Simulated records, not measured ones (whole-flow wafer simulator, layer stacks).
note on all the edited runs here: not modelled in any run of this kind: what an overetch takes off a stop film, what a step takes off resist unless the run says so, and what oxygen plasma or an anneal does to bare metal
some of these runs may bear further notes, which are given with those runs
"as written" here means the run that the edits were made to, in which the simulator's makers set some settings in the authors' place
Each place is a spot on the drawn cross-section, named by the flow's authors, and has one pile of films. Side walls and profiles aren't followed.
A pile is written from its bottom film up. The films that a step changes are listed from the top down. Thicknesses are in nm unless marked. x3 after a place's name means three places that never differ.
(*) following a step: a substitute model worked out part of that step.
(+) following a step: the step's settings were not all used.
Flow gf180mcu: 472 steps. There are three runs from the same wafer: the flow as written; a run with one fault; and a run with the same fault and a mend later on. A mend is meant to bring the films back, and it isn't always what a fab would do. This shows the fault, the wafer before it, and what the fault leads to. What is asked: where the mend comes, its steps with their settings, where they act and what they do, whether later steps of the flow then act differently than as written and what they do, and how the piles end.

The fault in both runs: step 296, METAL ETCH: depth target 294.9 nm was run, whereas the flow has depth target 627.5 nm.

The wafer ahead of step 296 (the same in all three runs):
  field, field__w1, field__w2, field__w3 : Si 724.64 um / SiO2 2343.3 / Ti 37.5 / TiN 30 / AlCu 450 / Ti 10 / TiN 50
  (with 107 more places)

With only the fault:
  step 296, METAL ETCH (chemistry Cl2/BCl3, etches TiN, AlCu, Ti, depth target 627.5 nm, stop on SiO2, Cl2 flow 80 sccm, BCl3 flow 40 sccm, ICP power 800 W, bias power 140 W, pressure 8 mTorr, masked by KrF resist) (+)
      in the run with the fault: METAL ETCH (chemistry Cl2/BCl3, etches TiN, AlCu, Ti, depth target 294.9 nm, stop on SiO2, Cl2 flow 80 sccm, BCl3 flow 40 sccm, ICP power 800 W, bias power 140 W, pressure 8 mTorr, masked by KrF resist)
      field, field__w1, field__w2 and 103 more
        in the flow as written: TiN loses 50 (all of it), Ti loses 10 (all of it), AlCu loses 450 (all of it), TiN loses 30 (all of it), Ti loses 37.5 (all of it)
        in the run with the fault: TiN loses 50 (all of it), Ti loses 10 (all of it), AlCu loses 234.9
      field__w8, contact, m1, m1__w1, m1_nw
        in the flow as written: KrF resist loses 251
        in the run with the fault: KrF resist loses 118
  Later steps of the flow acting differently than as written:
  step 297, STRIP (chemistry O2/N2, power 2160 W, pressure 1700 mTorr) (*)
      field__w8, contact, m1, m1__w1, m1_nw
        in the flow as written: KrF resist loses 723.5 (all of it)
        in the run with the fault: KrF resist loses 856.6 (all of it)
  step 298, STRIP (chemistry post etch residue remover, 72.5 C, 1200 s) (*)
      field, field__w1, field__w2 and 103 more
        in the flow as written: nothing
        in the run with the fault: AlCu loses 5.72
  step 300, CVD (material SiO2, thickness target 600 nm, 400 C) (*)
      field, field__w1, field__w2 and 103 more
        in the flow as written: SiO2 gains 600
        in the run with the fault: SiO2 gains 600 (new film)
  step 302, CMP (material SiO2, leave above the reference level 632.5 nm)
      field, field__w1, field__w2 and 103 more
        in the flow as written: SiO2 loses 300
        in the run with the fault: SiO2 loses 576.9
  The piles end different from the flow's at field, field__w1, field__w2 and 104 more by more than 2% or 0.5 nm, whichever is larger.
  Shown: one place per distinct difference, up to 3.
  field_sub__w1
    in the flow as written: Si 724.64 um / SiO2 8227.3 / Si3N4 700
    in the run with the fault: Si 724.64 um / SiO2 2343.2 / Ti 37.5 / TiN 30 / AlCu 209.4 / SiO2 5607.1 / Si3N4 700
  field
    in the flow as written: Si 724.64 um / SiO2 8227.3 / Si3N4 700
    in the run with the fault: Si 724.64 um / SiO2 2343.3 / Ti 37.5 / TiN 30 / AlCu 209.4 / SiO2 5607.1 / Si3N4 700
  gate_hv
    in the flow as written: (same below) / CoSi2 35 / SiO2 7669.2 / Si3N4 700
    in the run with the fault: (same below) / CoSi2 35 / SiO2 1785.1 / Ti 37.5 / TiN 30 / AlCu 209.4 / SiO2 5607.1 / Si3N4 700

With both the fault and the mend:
  After step 296 comes the mend.
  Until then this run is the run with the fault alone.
  step 296a, METAL ETCH (chemistry Cl2/BCl3, etches TiN, AlCu, Ti, depth target 332.6 nm, stop on SiO2, Cl2 flow 80 sccm, BCl3 flow 40 sccm, ICP power 800 W, bias power 140 W, pressure 8 mTorr, masked by KrF resist) (+) (the flow's step 296, run once more with other settings)
      field, field__w1, field__w2 and 103 more
        AlCu loses 215.1 (all of it), TiN loses 30 (all of it), Ti loses 37.5 (all of it)
      field__w8, contact, m1, m1__w1, m1_nw
        KrF resist loses 133
  Every later step of the flow that is run acts as written at every place that is followed.
  At every place that both follow, the piles at the end match the flow's.
